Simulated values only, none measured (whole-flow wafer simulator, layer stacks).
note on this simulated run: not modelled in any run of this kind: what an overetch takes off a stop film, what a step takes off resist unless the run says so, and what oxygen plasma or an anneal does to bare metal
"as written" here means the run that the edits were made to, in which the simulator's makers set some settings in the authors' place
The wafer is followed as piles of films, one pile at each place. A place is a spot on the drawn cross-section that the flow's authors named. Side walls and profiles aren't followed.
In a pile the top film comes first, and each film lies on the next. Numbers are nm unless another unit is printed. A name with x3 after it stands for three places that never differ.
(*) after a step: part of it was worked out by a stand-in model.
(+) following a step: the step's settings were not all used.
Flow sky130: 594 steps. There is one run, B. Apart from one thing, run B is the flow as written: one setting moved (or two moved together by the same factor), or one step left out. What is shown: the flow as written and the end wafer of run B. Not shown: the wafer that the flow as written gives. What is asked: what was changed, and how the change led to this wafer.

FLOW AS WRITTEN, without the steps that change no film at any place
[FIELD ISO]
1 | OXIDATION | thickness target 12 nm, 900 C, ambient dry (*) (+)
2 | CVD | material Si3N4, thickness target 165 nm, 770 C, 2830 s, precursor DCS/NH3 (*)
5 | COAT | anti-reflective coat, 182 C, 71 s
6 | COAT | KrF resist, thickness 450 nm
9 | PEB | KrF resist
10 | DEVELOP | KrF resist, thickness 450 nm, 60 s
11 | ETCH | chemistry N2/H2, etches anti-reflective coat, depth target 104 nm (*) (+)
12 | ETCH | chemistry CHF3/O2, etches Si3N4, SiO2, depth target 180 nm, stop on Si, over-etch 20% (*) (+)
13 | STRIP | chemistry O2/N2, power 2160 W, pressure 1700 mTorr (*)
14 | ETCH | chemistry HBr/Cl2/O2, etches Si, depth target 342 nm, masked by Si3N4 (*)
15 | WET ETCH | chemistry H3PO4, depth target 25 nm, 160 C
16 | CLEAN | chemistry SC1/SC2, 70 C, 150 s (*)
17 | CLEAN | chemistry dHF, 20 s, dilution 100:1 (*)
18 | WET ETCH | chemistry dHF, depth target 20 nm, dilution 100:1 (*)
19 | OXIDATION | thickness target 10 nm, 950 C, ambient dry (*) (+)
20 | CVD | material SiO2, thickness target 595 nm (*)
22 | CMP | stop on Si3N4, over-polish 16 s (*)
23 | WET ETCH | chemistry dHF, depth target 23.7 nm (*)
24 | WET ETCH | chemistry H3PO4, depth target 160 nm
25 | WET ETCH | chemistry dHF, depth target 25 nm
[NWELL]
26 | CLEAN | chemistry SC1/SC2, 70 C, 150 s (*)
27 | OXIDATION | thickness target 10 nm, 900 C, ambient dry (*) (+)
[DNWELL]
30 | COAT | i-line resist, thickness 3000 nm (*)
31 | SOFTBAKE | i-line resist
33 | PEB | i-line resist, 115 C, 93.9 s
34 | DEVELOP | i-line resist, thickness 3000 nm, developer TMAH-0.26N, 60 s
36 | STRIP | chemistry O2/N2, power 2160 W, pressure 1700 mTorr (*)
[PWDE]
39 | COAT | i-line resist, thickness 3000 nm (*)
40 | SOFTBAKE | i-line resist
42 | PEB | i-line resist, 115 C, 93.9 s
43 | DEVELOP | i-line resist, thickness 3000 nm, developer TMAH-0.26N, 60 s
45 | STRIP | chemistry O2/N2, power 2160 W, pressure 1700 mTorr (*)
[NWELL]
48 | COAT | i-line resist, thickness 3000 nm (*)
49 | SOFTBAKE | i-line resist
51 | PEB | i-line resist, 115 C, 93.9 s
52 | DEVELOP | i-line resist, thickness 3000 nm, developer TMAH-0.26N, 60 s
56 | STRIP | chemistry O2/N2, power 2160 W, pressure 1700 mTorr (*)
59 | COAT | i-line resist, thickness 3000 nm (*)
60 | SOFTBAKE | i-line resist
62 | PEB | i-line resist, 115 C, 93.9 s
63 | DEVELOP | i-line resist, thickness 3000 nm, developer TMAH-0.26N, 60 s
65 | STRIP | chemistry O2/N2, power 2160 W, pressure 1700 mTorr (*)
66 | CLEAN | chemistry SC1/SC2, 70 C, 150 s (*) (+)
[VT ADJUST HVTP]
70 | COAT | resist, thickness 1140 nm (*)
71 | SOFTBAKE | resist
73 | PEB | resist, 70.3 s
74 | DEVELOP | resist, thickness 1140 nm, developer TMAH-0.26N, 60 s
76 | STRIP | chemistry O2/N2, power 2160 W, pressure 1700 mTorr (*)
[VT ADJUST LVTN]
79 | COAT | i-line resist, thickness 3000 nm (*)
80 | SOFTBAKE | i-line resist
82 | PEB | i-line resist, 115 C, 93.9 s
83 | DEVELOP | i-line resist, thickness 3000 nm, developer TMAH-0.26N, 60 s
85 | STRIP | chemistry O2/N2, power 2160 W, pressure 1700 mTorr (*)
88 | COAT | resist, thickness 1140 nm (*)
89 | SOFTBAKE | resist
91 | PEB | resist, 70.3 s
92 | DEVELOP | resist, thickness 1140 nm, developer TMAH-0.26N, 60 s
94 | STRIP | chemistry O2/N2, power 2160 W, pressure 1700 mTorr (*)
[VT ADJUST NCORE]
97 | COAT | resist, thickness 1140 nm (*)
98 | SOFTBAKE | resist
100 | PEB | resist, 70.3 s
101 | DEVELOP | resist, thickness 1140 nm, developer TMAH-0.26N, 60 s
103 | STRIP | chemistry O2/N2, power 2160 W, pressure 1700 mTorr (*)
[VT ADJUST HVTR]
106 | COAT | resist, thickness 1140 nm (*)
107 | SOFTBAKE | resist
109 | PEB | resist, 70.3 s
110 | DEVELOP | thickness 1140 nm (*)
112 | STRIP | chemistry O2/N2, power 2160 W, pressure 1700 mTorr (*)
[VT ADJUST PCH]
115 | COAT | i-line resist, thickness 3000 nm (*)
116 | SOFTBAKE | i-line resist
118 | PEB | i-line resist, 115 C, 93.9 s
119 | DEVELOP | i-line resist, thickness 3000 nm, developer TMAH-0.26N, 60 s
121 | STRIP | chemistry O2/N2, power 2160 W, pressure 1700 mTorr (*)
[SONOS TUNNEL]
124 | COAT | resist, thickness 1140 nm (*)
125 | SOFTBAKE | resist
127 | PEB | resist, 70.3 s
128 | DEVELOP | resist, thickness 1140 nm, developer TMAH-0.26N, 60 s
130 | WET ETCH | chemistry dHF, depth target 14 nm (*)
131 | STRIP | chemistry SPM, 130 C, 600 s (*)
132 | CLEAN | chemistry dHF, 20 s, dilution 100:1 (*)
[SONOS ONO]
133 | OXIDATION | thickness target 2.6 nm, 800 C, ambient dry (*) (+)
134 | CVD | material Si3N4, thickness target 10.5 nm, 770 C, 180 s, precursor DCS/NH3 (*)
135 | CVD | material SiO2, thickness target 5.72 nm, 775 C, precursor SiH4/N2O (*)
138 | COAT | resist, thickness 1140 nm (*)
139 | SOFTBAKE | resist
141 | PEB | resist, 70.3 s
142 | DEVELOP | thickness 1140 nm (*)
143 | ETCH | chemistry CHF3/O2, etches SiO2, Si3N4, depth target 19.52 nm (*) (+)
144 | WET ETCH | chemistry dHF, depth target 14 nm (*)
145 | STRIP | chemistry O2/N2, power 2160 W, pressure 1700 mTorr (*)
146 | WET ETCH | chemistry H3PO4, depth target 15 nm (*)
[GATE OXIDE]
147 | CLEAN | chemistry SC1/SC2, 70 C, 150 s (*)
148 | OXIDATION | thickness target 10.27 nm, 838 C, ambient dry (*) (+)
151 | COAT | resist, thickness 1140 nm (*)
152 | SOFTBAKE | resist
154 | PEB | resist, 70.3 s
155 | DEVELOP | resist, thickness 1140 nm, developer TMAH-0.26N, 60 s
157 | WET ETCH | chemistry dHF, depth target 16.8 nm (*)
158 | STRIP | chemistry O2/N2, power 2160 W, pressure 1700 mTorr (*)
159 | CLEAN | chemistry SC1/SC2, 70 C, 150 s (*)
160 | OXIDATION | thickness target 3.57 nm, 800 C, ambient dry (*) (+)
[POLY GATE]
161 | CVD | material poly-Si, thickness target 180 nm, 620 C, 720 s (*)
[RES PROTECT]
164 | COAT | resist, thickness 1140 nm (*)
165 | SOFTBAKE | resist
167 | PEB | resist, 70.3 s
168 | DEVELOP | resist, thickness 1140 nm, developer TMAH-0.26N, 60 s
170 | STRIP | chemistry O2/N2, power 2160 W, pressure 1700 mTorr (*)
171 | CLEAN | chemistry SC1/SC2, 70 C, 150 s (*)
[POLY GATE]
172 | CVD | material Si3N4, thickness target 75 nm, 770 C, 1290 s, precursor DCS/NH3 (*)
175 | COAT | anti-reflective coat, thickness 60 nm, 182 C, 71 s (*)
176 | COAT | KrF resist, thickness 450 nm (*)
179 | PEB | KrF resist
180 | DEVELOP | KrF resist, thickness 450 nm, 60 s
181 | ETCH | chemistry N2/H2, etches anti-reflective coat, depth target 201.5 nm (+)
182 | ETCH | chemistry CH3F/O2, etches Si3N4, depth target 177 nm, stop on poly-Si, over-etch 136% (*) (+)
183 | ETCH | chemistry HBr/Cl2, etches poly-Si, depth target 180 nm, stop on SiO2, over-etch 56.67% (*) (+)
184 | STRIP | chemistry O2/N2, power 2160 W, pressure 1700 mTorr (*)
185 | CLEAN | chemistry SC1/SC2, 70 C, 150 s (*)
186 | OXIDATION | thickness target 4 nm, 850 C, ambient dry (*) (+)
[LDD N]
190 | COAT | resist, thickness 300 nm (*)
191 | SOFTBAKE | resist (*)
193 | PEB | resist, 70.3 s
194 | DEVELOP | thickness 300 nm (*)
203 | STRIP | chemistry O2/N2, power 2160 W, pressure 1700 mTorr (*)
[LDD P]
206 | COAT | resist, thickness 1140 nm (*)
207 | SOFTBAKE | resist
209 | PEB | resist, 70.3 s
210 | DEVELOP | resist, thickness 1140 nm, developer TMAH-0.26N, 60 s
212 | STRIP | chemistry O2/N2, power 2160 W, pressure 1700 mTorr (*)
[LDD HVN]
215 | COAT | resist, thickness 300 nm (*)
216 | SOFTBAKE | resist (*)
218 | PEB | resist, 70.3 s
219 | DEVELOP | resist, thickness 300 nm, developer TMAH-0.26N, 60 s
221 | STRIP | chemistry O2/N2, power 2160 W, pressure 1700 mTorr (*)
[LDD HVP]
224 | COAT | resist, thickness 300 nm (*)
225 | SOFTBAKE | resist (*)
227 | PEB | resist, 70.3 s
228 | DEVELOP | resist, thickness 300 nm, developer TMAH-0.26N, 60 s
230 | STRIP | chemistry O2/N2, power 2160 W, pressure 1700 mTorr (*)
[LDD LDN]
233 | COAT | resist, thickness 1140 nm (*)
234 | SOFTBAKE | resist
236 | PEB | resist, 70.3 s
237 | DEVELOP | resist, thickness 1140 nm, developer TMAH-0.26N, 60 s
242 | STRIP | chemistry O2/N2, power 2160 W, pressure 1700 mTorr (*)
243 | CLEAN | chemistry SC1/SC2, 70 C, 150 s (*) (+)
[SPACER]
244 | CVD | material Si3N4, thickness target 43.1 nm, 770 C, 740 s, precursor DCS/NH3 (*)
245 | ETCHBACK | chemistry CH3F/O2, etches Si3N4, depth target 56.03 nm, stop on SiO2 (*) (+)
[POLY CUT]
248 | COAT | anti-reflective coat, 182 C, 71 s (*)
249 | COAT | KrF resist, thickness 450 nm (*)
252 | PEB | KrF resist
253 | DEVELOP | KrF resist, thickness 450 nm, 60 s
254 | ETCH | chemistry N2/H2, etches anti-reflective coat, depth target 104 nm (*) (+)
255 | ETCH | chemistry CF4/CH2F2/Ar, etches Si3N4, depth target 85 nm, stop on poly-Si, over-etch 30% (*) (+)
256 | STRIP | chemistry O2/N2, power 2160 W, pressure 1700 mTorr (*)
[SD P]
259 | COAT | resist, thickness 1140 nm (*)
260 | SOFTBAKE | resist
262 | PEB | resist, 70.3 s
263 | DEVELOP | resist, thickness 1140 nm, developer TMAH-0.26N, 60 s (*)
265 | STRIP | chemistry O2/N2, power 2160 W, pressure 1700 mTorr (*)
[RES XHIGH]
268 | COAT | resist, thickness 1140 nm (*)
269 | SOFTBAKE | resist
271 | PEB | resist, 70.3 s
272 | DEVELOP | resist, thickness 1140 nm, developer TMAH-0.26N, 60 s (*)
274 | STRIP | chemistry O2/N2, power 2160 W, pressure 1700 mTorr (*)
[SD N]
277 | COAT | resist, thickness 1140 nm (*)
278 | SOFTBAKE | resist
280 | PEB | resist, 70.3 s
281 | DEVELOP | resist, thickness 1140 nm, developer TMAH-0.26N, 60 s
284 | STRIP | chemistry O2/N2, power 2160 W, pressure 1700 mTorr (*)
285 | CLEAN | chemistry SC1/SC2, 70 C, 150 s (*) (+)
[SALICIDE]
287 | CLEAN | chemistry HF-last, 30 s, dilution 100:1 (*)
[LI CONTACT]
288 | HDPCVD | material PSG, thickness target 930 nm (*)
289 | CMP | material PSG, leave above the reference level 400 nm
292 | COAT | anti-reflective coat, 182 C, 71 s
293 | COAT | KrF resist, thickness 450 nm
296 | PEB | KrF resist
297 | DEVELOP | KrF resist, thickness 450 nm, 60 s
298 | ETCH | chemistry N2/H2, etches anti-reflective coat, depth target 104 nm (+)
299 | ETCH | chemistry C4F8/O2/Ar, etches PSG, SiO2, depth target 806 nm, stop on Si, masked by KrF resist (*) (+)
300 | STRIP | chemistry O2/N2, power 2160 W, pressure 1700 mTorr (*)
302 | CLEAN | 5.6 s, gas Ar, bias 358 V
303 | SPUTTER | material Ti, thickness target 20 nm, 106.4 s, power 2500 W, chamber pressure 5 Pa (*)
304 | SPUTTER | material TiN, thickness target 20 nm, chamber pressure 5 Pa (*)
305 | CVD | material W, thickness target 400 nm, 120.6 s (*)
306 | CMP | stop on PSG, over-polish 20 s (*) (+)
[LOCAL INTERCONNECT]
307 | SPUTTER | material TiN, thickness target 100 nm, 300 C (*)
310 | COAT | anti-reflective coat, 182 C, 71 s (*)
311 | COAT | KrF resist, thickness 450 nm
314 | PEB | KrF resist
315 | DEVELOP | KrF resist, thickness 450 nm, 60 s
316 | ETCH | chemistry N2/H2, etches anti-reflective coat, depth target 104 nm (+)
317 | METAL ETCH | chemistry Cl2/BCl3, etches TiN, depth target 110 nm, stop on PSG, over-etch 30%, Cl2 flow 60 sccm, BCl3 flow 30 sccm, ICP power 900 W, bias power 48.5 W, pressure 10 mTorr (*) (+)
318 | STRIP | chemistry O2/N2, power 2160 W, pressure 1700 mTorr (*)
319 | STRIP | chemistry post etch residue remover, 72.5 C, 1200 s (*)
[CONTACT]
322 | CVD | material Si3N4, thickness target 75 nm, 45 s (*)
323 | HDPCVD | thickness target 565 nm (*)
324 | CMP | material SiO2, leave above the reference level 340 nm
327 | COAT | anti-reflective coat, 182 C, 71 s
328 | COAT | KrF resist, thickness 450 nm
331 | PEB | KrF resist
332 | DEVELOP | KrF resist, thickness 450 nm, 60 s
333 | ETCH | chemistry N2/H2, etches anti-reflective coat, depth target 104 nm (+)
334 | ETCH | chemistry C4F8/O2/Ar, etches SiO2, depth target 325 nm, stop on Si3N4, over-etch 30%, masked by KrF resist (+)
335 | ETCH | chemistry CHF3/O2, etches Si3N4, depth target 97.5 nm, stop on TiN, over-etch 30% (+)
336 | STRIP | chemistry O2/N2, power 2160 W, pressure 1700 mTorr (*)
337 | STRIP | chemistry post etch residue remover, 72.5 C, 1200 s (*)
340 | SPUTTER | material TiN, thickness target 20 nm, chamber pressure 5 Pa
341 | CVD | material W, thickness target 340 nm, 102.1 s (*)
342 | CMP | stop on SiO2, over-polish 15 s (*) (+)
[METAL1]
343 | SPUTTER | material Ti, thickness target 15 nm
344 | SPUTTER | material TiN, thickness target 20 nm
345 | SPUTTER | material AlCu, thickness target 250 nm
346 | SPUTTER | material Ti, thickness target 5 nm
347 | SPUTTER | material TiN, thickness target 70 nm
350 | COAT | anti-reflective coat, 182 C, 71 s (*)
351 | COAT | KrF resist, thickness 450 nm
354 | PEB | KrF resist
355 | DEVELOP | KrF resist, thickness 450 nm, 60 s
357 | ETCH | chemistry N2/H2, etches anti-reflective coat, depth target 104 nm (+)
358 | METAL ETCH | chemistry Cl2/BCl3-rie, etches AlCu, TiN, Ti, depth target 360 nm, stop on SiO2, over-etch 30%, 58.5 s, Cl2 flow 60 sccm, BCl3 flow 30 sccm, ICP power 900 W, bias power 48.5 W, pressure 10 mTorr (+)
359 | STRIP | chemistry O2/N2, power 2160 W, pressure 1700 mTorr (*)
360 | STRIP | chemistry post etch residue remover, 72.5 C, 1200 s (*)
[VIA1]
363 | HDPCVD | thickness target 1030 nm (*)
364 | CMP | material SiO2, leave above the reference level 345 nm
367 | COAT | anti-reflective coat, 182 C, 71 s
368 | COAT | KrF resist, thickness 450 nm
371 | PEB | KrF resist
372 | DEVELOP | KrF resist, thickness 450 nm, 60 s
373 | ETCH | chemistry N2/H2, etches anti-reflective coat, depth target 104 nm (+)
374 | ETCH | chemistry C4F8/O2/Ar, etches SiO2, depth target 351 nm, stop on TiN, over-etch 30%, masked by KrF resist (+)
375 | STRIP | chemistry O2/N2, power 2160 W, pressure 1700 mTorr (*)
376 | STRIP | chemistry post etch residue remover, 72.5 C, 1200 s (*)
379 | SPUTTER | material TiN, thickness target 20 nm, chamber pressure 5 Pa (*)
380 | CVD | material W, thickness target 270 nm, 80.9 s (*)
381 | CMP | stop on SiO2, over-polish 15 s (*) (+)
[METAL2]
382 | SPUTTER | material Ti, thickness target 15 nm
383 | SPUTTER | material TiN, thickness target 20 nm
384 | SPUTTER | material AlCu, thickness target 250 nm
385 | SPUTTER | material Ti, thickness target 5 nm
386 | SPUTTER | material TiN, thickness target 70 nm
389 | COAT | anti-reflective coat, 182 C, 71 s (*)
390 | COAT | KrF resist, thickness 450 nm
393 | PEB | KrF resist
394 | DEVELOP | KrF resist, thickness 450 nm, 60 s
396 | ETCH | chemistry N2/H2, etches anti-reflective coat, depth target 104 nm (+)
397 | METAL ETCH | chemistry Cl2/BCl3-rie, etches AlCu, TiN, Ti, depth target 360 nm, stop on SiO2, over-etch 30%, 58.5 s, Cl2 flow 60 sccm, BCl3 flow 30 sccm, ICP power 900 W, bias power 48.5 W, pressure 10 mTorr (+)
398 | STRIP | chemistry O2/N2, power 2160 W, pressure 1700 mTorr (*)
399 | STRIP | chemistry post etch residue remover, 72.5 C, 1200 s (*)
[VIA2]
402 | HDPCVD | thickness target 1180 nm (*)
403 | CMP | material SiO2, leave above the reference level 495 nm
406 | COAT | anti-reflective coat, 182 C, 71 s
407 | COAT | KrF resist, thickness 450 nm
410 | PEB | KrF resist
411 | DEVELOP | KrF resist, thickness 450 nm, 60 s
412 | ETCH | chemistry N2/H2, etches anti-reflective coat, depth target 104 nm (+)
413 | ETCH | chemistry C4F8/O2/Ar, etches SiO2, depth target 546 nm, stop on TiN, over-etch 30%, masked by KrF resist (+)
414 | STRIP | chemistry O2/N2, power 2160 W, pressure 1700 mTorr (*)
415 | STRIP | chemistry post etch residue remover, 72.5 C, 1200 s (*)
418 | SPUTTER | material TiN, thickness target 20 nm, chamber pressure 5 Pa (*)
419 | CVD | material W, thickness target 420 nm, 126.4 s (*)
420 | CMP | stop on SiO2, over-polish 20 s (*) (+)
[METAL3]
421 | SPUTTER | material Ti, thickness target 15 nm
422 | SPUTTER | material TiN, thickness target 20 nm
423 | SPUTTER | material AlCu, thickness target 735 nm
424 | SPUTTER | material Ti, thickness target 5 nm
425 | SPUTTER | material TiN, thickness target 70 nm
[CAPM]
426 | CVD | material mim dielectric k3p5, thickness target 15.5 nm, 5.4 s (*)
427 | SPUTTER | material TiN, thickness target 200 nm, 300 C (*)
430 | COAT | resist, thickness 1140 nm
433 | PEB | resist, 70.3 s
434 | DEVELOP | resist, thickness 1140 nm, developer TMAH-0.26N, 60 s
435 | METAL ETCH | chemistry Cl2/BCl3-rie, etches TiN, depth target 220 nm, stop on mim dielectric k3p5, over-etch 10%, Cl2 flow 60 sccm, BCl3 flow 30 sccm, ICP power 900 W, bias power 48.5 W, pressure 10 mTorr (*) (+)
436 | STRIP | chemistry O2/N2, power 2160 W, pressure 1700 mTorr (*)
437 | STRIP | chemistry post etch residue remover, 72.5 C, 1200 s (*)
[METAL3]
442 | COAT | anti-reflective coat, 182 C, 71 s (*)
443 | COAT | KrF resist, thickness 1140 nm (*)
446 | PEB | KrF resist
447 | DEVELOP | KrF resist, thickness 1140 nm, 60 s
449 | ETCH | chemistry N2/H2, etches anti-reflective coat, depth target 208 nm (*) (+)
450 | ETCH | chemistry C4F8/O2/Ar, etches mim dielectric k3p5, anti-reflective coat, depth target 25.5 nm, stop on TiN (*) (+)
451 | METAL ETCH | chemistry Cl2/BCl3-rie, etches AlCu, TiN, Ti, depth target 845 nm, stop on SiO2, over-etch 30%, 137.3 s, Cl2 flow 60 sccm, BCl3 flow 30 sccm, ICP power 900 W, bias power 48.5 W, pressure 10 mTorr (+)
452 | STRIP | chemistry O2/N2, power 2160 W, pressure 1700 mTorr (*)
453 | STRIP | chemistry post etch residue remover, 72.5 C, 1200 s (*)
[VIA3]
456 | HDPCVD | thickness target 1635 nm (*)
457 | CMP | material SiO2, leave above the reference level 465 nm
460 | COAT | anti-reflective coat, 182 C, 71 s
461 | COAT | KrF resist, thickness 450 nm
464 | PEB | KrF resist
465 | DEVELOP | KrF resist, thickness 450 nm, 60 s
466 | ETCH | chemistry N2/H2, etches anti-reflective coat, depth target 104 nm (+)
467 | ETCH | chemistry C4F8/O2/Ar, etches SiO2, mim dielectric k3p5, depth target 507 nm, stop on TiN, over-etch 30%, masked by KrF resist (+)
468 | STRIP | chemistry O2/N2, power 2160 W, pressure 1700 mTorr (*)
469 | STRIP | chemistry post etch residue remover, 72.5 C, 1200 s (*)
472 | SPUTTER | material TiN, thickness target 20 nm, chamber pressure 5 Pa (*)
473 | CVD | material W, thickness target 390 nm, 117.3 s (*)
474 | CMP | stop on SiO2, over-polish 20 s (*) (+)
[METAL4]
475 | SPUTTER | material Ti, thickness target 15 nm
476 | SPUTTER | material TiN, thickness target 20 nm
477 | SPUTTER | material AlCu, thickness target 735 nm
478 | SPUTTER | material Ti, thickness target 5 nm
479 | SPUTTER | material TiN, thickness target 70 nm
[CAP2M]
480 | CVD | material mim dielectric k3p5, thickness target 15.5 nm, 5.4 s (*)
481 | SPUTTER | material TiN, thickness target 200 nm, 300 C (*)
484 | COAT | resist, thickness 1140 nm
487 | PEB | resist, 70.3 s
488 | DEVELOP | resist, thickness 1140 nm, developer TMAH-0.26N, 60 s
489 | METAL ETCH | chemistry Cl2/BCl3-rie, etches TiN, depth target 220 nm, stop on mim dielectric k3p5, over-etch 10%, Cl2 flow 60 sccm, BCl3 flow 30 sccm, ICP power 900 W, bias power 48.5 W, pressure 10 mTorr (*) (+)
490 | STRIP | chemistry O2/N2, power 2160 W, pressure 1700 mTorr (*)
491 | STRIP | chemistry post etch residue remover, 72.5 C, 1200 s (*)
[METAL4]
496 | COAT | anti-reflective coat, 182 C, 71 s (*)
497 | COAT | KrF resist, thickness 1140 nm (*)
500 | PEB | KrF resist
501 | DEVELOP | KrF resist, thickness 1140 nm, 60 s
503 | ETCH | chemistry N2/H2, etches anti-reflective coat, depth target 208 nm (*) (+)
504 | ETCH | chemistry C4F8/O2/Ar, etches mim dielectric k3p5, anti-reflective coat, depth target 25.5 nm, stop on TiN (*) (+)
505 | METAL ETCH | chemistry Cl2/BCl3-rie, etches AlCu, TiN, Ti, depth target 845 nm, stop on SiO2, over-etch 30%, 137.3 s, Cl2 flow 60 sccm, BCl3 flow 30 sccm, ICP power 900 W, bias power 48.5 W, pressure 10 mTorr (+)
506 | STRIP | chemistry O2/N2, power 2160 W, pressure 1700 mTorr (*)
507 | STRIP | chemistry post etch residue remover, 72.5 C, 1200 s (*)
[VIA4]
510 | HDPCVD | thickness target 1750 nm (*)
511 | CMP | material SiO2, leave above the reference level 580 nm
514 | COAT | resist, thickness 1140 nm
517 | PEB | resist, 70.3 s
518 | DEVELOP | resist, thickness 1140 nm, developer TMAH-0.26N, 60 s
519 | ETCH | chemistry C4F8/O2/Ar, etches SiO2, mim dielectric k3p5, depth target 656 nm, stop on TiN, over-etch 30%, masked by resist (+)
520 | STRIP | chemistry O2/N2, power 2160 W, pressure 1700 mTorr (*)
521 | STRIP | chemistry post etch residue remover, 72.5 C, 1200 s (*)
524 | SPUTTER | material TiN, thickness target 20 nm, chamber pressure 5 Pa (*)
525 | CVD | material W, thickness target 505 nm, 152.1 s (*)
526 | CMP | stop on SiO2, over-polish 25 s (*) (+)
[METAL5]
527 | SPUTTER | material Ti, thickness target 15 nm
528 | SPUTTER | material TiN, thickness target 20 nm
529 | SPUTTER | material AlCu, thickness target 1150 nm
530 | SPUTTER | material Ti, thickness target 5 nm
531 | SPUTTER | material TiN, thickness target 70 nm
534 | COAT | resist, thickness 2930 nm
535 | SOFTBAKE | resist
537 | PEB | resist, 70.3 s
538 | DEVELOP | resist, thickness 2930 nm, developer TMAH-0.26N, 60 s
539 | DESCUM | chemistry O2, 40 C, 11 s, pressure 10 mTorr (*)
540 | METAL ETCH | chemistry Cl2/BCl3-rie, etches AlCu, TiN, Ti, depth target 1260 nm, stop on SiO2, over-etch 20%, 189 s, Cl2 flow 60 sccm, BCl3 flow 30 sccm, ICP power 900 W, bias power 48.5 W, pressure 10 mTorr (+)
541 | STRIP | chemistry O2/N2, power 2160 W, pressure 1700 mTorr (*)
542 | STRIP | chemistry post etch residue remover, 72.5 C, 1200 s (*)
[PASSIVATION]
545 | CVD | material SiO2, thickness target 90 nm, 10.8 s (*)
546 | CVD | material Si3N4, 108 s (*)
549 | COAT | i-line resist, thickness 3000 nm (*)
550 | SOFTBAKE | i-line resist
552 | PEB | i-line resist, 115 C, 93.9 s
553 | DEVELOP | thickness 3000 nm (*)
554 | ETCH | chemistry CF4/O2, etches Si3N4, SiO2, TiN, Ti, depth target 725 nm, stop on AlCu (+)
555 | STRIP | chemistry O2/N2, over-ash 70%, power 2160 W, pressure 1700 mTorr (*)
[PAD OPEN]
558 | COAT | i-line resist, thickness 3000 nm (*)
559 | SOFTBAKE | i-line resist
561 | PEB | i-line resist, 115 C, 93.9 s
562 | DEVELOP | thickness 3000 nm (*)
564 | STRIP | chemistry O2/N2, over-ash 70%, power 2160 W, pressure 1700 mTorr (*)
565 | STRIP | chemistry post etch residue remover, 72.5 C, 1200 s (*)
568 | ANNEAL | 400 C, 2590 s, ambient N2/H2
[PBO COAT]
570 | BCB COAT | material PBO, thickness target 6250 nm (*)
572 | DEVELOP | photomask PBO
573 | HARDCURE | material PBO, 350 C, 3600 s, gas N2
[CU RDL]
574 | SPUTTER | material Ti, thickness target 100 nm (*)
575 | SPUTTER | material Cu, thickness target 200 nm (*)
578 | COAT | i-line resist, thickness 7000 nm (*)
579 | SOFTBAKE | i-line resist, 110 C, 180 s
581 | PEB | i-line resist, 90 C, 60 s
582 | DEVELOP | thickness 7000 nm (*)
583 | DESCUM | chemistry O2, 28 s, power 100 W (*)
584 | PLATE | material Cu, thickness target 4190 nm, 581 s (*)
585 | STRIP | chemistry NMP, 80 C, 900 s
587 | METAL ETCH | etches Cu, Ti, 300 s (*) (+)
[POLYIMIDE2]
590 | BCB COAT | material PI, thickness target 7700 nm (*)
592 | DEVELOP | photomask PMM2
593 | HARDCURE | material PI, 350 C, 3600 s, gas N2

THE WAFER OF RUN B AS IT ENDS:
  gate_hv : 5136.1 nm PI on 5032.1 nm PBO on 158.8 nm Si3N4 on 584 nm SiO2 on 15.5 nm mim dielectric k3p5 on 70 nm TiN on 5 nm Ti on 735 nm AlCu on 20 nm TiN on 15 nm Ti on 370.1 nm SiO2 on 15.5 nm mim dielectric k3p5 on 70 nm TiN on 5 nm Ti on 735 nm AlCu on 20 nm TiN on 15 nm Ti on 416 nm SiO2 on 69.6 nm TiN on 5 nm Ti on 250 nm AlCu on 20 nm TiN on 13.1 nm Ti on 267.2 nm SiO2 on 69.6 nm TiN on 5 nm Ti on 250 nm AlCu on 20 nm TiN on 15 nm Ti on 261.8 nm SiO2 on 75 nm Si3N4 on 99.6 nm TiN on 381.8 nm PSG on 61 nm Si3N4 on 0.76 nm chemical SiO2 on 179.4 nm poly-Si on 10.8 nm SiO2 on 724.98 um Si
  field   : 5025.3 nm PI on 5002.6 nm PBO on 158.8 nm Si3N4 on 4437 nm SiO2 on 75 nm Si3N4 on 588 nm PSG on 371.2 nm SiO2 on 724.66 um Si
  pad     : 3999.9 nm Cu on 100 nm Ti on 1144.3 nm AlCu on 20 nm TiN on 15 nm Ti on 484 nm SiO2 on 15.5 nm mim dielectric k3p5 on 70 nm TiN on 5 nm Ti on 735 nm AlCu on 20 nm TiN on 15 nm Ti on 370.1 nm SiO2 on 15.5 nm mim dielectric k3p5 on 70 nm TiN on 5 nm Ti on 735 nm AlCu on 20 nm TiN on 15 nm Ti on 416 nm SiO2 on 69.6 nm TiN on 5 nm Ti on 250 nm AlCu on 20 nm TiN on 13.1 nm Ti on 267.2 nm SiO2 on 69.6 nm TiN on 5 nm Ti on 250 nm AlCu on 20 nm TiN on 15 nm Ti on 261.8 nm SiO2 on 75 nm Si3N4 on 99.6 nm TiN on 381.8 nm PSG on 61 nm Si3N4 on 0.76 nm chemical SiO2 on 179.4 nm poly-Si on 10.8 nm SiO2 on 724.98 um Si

The reason: step 382, SPUTTER: thickness target 13.1 nm was run, whereas the flow has thickness target 15 nm.
The wafer lets one read it off: gate_hv has Ti 13.1, and step 382 as written asks for 15 nm.

Step by step, how the change led to this:
  382 | SPUTTER | material Ti, thickness target 15 nm
      field, active, n_well and 188 more: +13.1 Ti (new film) (in the flow as written it would be: +15 Ti (new film))
  397 | METAL ETCH | chemistry Cl2/BCl3-rie, etches AlCu, TiN, Ti, depth target 360 nm, stop on SiO2, over-etch 30%, 58.5 s, Cl2 flow 60 sccm, BCl3 flow 30 sccm, ICP power 900 W, bias power 48.5 W, pressure 10 mTorr (+)
      field, active, gate and 82 more: -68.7 TiN (all of it), -5 Ti (all of it), -250 AlCu (all of it), -20 TiN (all of it), -13.1 Ti (all of it), -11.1 SiO2 (in the flow as written it would be: -68.7 TiN (all of it), -5 Ti (all of it), -250 AlCu (all of it), -20 TiN (all of it), -15 Ti (all of it), -10.9 SiO2)
